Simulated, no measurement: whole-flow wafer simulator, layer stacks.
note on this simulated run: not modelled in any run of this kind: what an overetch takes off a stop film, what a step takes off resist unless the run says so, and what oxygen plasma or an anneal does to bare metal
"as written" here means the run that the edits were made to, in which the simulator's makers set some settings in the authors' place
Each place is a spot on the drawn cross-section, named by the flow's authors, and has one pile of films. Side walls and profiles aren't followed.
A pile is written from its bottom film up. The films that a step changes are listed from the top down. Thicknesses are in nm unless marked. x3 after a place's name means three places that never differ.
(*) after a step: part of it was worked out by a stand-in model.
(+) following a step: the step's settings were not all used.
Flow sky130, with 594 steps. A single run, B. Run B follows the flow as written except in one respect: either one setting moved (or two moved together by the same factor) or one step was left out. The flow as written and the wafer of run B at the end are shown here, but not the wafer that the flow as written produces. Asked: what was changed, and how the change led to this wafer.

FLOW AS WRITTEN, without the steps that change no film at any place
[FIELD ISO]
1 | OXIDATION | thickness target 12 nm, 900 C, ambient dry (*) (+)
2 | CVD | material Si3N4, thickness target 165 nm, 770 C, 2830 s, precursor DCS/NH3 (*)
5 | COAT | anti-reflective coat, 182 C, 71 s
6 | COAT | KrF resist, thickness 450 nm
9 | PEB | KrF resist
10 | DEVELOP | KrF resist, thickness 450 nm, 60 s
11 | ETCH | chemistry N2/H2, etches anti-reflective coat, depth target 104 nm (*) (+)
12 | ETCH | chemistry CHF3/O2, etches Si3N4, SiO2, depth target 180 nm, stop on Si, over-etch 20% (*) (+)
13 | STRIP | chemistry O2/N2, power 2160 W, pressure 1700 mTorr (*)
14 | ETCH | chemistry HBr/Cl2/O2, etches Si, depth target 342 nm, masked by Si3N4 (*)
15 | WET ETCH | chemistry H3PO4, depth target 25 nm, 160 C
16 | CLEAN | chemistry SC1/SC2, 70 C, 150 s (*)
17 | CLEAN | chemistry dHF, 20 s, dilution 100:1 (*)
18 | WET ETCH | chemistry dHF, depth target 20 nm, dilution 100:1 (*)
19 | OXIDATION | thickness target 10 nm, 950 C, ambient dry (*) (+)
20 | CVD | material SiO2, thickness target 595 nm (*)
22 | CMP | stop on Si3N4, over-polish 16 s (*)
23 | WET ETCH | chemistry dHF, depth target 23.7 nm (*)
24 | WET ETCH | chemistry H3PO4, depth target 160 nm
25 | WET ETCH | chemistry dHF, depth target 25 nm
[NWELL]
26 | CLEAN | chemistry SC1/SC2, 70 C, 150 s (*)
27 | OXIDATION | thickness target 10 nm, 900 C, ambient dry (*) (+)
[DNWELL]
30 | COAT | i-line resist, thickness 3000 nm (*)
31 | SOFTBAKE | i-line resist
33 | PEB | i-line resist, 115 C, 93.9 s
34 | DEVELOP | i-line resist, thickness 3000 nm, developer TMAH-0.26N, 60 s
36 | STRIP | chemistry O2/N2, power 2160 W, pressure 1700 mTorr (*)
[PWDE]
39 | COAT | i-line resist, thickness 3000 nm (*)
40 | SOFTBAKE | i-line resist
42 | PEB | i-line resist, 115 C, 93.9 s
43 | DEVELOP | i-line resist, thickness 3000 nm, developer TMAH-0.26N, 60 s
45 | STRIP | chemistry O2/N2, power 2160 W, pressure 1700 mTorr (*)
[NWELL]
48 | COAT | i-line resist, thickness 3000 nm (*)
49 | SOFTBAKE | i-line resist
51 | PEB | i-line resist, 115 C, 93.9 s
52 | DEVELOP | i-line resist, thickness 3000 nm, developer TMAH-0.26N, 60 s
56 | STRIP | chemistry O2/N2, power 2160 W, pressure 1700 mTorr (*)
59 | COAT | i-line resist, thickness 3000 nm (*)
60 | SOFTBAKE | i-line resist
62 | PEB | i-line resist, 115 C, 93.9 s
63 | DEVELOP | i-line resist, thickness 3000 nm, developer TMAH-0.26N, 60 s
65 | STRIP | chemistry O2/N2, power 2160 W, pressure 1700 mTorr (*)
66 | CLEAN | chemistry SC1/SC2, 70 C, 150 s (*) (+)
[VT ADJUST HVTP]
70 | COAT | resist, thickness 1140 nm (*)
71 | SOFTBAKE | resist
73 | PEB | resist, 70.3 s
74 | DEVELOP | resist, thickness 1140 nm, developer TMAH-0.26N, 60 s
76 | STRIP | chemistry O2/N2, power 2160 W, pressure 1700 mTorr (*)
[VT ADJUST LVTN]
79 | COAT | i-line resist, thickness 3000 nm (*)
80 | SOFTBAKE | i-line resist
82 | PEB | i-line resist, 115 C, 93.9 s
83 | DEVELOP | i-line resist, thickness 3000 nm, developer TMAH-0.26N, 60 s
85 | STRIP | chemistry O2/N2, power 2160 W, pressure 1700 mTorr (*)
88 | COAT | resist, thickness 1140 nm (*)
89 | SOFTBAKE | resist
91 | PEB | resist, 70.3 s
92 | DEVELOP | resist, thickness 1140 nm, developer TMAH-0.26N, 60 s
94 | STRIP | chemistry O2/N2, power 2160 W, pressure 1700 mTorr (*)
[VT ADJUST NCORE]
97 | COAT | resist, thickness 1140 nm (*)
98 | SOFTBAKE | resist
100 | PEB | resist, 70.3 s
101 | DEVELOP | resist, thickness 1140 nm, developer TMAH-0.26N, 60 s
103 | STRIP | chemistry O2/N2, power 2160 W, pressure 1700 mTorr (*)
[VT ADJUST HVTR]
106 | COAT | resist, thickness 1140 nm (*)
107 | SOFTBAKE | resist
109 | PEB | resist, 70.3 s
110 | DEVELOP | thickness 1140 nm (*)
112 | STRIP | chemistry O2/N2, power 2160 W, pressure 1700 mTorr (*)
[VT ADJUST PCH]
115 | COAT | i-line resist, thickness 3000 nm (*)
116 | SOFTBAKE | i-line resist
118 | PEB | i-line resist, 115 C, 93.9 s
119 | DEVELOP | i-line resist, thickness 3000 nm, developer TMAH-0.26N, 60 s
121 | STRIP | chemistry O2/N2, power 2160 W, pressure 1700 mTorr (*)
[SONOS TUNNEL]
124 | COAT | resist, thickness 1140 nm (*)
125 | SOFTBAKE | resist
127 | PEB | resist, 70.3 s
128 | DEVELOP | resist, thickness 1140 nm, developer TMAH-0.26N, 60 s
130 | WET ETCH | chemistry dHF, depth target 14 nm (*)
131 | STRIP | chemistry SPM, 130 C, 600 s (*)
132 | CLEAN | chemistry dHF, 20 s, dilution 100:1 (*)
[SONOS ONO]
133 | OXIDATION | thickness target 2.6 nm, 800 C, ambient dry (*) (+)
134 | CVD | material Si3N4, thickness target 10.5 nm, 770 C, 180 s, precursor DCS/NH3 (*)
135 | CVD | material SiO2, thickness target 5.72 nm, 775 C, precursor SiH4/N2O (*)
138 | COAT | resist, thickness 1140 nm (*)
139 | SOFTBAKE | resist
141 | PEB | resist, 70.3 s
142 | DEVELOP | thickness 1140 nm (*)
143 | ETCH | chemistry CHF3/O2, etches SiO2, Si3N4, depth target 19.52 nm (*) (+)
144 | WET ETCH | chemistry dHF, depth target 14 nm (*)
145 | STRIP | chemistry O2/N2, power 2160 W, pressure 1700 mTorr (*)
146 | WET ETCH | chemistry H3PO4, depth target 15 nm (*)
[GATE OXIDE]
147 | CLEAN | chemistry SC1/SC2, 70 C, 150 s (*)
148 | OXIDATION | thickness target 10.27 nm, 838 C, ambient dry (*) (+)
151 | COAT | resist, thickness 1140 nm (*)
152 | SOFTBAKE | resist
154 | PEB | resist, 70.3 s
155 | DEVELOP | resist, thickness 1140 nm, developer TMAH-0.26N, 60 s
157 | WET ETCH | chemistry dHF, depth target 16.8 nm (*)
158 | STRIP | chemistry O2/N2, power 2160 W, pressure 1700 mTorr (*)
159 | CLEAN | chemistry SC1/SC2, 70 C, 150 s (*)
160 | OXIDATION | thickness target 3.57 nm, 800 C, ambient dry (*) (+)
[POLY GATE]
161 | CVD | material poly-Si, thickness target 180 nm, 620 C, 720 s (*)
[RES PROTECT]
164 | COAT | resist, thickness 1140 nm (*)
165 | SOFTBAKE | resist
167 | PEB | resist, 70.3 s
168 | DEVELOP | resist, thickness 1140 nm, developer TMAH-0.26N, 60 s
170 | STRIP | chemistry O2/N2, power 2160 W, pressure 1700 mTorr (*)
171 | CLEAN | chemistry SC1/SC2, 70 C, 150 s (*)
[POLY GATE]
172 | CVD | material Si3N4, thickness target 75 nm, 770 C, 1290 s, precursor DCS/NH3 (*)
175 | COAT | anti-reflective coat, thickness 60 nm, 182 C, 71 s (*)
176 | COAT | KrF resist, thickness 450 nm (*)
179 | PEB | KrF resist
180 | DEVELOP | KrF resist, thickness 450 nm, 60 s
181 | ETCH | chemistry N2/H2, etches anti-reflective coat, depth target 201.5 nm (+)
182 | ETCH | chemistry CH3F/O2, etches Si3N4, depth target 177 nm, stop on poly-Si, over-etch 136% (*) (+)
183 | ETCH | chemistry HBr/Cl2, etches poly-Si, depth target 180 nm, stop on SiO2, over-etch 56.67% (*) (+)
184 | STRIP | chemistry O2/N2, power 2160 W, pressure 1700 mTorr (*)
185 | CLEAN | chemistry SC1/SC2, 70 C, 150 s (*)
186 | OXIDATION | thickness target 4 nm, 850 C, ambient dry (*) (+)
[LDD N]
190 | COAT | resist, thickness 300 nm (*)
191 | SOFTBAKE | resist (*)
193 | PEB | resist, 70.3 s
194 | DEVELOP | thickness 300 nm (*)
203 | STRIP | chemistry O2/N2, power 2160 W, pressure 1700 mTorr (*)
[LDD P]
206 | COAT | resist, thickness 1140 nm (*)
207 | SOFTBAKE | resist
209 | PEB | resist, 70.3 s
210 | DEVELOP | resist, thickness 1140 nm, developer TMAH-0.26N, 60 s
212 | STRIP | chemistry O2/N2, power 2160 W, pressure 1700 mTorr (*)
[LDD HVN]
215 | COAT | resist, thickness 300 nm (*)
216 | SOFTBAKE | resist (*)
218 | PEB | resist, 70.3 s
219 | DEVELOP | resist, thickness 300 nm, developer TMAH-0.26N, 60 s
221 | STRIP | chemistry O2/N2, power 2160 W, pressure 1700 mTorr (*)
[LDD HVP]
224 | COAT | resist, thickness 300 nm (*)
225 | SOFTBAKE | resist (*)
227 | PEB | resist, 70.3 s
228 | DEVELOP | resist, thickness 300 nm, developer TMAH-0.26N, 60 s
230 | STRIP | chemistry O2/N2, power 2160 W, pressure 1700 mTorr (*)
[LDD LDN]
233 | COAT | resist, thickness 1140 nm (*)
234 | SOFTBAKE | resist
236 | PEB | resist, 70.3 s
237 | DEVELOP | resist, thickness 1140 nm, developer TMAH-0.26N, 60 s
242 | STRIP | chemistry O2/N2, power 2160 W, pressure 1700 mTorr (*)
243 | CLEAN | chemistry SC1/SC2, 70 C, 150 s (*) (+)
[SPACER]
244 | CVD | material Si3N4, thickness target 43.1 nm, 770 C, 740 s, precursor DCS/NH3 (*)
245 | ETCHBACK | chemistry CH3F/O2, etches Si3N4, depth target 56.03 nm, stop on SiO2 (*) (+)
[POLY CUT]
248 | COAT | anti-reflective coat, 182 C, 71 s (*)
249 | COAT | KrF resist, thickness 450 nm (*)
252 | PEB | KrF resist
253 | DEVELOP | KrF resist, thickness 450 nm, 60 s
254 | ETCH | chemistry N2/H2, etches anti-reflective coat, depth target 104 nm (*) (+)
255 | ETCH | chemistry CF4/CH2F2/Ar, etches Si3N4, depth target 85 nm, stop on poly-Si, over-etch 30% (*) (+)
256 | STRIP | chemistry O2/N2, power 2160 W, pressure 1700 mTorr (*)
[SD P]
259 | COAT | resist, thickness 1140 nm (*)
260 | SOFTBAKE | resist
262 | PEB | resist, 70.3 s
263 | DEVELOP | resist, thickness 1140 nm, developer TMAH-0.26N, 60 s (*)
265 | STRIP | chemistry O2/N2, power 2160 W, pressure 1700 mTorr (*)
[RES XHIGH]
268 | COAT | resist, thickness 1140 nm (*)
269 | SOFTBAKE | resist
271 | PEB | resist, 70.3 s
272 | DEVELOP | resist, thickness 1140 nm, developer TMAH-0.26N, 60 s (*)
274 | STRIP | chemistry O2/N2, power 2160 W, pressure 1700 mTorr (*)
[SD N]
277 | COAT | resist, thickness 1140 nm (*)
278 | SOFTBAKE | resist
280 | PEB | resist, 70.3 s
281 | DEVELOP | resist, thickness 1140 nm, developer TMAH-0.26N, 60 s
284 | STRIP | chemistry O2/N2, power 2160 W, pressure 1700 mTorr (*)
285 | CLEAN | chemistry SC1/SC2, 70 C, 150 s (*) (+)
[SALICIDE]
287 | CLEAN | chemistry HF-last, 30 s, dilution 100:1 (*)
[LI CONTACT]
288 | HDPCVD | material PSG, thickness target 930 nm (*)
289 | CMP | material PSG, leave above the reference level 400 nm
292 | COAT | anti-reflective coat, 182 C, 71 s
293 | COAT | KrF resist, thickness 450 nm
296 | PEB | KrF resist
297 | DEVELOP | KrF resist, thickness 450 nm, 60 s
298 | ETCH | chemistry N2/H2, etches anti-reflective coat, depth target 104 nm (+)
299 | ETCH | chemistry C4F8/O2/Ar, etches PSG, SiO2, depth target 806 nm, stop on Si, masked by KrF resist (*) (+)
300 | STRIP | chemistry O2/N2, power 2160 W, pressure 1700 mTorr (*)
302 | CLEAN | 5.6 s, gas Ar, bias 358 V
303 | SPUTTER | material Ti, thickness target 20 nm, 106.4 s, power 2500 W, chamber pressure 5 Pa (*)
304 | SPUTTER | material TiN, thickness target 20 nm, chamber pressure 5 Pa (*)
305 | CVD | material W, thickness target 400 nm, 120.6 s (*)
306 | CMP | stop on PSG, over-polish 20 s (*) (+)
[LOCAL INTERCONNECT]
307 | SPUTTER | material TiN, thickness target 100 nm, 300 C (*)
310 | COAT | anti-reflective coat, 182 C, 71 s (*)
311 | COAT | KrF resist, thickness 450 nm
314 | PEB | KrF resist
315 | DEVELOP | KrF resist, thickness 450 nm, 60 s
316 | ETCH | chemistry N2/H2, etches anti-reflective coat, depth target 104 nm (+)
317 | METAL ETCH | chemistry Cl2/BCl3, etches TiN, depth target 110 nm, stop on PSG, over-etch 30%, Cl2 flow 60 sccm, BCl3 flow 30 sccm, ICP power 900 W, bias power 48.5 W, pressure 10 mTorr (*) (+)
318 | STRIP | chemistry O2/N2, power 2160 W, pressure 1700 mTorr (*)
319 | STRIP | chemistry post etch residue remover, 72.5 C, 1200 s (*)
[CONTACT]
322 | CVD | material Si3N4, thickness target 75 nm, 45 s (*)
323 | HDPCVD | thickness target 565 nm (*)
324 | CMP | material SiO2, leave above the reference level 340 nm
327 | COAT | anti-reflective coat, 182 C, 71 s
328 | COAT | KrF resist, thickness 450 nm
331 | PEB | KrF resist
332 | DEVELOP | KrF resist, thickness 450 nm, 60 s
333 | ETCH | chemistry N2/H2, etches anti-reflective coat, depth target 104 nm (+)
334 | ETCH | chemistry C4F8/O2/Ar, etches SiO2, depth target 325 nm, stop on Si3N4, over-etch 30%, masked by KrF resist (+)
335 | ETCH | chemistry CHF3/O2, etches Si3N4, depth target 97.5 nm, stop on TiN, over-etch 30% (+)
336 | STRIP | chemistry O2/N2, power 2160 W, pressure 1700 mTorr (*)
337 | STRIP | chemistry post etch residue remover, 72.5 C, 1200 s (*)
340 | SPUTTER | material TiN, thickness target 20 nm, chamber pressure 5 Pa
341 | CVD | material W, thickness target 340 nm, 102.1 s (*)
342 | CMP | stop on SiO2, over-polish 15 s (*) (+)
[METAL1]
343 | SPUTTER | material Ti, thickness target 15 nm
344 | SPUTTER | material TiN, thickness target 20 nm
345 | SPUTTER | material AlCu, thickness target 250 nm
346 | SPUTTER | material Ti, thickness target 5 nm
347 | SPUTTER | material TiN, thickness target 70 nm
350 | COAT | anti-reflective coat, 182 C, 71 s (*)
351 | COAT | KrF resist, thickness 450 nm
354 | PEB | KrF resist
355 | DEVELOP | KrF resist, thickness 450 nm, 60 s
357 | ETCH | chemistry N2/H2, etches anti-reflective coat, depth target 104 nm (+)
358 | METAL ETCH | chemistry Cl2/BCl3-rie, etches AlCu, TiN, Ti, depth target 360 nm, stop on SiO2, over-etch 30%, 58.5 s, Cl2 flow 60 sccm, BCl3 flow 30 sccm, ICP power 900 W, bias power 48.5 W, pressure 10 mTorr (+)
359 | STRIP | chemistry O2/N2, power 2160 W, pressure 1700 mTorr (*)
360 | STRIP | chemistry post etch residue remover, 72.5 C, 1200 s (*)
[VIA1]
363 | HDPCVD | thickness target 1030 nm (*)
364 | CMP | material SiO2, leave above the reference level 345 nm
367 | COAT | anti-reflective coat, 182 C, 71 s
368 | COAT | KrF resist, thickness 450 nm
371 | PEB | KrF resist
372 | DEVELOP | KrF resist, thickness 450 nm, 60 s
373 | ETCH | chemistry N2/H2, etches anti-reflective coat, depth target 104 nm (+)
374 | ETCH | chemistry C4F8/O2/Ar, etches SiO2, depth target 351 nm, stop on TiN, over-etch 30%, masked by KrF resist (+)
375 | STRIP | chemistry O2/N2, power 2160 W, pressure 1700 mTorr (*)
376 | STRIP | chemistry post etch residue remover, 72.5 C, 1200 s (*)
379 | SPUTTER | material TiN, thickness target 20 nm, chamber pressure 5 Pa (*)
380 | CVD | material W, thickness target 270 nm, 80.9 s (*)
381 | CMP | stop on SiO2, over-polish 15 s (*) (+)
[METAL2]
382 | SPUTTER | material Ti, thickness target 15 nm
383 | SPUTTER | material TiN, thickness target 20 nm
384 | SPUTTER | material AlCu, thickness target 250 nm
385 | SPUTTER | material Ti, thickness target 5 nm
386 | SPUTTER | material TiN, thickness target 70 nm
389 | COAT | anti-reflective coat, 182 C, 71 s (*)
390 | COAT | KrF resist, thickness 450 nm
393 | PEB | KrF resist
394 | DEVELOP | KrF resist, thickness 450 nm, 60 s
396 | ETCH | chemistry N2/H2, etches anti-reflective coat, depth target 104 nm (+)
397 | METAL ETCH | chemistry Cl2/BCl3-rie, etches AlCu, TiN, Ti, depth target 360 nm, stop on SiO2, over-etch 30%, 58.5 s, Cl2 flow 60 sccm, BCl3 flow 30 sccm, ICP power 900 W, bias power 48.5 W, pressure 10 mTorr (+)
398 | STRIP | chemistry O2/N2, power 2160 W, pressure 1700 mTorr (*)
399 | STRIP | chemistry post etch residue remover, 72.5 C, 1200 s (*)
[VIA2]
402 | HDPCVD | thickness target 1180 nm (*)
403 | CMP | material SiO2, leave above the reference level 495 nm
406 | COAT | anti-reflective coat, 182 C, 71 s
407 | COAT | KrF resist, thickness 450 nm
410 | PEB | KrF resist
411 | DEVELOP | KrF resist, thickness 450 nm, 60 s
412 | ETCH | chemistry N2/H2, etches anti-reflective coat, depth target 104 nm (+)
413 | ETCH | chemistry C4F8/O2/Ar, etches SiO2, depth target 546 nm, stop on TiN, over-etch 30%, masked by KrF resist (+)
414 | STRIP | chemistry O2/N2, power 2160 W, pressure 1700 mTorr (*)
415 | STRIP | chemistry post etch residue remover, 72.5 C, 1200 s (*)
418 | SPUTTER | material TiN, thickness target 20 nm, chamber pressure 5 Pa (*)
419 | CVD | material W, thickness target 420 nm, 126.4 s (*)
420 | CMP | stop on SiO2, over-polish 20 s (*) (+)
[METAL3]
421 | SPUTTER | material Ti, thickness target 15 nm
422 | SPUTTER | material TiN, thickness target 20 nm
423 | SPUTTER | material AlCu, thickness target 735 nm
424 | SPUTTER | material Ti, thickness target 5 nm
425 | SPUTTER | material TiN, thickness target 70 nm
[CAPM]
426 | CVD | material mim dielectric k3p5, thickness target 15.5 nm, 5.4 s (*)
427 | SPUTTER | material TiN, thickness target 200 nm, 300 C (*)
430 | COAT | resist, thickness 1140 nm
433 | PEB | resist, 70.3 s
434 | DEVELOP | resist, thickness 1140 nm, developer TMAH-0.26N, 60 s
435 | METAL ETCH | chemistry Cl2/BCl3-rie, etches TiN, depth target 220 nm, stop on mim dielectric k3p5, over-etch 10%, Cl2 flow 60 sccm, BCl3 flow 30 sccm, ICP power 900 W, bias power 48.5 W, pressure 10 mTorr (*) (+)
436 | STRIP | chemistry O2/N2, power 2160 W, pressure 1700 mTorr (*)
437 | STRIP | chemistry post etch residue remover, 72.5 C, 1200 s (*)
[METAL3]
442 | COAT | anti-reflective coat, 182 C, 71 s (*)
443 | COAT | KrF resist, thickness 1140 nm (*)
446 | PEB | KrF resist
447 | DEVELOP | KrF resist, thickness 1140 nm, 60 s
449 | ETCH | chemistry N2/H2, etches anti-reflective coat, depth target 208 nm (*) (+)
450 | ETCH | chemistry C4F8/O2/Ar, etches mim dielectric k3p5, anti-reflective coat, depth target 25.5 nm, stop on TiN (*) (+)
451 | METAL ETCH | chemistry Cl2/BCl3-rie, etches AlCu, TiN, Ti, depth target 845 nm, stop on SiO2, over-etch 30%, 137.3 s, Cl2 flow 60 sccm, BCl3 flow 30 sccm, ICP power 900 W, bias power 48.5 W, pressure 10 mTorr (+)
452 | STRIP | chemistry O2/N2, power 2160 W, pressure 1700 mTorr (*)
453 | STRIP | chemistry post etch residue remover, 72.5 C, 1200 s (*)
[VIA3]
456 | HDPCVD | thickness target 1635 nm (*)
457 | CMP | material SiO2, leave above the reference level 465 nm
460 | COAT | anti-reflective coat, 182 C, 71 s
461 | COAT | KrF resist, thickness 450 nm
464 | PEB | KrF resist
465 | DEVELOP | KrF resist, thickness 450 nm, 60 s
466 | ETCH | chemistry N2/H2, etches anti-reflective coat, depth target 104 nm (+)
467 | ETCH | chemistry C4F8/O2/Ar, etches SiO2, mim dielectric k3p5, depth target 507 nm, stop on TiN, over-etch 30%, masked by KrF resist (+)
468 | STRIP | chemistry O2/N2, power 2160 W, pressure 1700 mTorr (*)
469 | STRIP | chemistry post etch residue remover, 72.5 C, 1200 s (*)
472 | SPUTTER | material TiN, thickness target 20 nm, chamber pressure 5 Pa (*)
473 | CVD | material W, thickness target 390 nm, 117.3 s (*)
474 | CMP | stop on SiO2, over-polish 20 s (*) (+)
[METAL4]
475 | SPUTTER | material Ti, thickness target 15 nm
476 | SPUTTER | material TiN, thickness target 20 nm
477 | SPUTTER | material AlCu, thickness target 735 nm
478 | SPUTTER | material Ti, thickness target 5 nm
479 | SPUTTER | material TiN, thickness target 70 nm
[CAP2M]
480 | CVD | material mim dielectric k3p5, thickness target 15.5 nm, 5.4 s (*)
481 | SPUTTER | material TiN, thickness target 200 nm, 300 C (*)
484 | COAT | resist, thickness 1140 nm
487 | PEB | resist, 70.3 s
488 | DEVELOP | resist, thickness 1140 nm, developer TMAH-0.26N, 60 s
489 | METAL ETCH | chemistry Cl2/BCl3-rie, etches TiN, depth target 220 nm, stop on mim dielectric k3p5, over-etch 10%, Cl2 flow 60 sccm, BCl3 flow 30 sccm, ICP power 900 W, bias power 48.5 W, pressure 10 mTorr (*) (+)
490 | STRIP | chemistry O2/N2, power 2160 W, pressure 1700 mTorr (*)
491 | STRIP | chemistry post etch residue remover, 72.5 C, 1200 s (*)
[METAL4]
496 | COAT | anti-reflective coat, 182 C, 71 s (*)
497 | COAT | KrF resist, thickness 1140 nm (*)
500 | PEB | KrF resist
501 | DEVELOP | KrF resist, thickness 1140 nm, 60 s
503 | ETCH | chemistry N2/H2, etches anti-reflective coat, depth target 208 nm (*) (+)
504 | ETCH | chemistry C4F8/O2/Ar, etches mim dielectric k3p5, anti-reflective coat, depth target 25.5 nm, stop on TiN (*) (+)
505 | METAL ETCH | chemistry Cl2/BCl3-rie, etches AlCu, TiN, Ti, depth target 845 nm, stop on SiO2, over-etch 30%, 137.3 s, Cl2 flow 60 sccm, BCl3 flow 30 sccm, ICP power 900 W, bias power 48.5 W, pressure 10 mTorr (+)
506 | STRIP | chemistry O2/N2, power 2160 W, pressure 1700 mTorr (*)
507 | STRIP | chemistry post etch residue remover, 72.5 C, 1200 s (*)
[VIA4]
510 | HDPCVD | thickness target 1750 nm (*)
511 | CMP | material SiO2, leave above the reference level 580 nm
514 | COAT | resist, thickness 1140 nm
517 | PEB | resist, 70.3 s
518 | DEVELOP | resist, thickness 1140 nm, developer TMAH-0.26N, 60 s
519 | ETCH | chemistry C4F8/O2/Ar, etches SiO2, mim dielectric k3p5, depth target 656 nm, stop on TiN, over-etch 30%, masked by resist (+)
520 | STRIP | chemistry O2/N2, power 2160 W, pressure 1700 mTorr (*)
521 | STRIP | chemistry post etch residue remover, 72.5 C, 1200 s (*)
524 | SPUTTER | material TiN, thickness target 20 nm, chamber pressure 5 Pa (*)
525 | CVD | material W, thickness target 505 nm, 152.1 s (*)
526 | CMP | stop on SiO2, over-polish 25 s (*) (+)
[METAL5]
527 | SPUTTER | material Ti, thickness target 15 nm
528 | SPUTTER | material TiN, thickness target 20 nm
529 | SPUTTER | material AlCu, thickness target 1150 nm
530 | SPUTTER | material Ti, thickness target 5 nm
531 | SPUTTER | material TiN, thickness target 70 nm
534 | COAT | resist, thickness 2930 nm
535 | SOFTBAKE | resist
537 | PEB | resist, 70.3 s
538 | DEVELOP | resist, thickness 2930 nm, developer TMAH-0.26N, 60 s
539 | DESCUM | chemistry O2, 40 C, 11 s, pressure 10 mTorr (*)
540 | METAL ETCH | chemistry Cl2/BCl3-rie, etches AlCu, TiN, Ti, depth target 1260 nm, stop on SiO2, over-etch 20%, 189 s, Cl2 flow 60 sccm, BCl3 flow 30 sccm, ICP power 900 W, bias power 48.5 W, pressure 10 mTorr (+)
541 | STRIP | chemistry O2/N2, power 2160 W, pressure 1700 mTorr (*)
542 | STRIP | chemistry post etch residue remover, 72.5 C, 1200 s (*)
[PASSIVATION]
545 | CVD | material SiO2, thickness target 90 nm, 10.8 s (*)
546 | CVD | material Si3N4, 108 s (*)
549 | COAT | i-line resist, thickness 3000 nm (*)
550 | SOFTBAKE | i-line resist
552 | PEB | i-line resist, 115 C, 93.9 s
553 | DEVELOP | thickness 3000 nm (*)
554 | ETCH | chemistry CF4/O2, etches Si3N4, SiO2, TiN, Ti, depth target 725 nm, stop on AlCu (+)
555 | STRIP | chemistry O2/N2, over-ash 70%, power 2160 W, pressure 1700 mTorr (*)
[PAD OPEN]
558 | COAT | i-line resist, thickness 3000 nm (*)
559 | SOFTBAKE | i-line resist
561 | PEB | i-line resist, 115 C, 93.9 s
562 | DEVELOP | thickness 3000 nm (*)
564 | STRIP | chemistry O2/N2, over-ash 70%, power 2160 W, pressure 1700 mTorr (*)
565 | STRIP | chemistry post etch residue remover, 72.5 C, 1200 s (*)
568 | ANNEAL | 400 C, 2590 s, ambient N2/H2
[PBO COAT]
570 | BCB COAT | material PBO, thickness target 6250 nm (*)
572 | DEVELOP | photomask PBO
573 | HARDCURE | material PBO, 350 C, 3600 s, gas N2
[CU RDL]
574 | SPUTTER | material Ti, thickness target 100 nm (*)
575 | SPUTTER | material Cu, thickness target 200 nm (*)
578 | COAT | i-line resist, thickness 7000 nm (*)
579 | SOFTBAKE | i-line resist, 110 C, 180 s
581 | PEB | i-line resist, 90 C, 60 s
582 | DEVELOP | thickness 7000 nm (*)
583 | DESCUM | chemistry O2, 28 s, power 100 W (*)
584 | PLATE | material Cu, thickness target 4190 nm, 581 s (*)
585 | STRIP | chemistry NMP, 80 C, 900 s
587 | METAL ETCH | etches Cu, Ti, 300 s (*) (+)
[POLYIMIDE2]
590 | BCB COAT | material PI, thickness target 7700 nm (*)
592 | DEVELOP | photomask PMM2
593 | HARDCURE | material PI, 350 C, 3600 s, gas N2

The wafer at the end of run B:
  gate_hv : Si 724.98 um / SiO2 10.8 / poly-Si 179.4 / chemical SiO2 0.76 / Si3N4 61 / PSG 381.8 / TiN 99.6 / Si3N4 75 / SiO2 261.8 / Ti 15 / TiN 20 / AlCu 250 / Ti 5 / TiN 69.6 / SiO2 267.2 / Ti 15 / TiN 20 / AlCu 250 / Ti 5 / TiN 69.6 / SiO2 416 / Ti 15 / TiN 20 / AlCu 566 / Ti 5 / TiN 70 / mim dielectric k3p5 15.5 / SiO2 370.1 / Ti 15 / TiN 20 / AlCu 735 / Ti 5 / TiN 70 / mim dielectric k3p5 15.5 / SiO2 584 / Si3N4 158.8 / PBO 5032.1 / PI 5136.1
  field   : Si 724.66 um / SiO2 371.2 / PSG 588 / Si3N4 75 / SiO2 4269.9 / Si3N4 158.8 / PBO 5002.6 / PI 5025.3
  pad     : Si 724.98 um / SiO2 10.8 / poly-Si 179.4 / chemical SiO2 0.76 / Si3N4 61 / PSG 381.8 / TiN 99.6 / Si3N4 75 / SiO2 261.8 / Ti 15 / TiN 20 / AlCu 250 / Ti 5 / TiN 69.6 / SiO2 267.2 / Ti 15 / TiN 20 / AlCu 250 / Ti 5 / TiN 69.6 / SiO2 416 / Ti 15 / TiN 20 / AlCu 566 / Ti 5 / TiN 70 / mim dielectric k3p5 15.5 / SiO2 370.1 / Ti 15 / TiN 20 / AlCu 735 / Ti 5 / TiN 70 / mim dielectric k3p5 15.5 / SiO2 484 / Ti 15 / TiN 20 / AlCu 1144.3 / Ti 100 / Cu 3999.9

What caused this: step 423, SPUTTER: thickness target 566 nm was run, though the flow has thickness target 735 nm.
The wafer itself shows it: gate_hv has AlCu 566, and step 423 as written asks for 735 nm.

How this came from the change, step by step:
  423 | SPUTTER | material AlCu, thickness target 735 nm
      field, active, n_well and 188 more: +566 AlCu (new film) (in the flow as written it would be: +735 AlCu (new film))
  451 | METAL ETCH | chemistry Cl2/BCl3-rie, etches AlCu, TiN, Ti, depth target 845 nm, stop on SiO2, over-etch 30%, 137.3 s, Cl2 flow 60 sccm, BCl3 flow 30 sccm, ICP power 900 W, bias power 48.5 W, pressure 10 mTorr (+)
      field, gate, spacer and 65 more: -70 TiN (all of it), -5 Ti (all of it), -566 AlCu (all of it), -20 TiN (all of it), -15 Ti (all of it), -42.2 SiO2 (in the flow as written it would be: -70 TiN (all of it), -5 Ti (all of it), -735 AlCu (all of it), -20 TiN (all of it), -15 Ti (all of it), -25.4 SiO2)
      active, vpp_ln, vpp_iso2 and 11 more: -70 TiN (all of it), -5 Ti (all of it), -566 AlCu (all of it), -20 TiN (all of it), -15 Ti (all of it), -42.2 SiO2 (in the flow as written it would be: -70 TiN (all of it), -5 Ti (all of it), -735 AlCu (all of it), -20 TiN (all of it), -15 Ti (all of it), -25.3 SiO2)
      (and at 3 other places as well)
  457 | CMP | material SiO2, leave above the reference level 465 nm
      field, active, gate and 82 more: -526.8 SiO2 (in the flow as written it would be: -374.7 SiO2)
